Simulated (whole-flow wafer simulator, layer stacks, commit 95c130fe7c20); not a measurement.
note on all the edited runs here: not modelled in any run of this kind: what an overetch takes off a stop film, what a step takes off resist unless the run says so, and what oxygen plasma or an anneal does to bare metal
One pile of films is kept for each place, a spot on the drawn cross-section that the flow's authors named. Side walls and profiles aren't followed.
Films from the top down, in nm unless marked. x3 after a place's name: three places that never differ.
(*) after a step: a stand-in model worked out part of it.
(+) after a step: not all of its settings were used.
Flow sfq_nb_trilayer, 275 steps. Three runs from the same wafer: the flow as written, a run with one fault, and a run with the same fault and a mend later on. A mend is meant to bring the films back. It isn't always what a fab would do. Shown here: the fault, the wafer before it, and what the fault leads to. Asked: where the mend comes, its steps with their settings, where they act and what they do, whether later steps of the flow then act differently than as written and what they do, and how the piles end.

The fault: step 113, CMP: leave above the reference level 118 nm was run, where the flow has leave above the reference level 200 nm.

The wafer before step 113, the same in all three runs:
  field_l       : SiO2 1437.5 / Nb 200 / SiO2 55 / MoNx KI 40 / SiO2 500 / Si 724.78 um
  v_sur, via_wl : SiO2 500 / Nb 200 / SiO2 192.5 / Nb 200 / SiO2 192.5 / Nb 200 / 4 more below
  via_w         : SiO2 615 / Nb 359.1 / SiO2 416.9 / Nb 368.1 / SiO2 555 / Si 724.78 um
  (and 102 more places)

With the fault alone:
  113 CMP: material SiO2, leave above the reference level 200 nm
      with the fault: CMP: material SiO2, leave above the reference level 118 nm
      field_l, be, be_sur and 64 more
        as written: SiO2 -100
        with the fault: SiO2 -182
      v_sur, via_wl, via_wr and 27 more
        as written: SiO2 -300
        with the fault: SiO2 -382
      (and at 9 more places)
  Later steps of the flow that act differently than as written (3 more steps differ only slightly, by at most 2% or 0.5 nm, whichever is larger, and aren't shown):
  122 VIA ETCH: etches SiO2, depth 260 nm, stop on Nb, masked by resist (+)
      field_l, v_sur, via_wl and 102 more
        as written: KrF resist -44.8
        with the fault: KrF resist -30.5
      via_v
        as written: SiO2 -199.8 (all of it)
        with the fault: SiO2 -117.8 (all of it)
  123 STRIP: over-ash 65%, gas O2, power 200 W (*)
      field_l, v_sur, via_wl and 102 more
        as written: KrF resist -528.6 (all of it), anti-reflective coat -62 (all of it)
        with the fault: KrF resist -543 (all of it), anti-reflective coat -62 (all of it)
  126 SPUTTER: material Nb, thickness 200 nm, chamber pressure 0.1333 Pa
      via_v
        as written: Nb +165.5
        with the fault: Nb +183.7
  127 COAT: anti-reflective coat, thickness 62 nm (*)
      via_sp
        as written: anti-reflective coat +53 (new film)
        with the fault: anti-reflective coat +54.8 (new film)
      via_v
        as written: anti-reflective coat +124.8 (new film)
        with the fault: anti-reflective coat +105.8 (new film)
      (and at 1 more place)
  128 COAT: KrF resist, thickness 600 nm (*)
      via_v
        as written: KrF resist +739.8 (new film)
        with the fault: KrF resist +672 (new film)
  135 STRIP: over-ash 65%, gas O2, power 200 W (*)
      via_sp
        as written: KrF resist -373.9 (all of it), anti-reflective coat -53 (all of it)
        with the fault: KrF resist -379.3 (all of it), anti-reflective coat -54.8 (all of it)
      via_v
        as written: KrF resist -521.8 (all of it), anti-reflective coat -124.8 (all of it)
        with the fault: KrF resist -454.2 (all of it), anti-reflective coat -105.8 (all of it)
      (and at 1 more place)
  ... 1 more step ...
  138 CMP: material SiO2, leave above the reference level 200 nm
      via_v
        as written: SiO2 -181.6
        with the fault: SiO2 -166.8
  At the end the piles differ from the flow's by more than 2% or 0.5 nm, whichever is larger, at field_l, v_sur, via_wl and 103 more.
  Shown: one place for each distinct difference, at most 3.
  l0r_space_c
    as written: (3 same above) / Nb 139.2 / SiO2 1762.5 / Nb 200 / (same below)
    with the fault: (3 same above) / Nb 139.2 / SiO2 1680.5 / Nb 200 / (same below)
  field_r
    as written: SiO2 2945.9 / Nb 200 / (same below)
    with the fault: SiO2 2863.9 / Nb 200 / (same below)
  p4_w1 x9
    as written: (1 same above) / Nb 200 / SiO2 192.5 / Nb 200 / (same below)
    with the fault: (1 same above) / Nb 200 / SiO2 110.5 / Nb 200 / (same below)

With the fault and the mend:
  The mend comes after step 114.
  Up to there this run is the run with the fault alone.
  114a PECVD: material SiO2, thickness 82 nm, 150 C, 18.22 s, RF power 183.3 W, pressure 2.4 Torr, precursor SiH4/N2O (the flow's step 112 once more, with other settings)
      field_l, v_sur, via_wl and 103 more
        SiO2 +82
  No later step of the flow acts differently than as written, at any place that is followed, by more than 2% or 0.5 nm, whichever is larger.
  At the end the piles are the same as the flow's at every place that both follow.
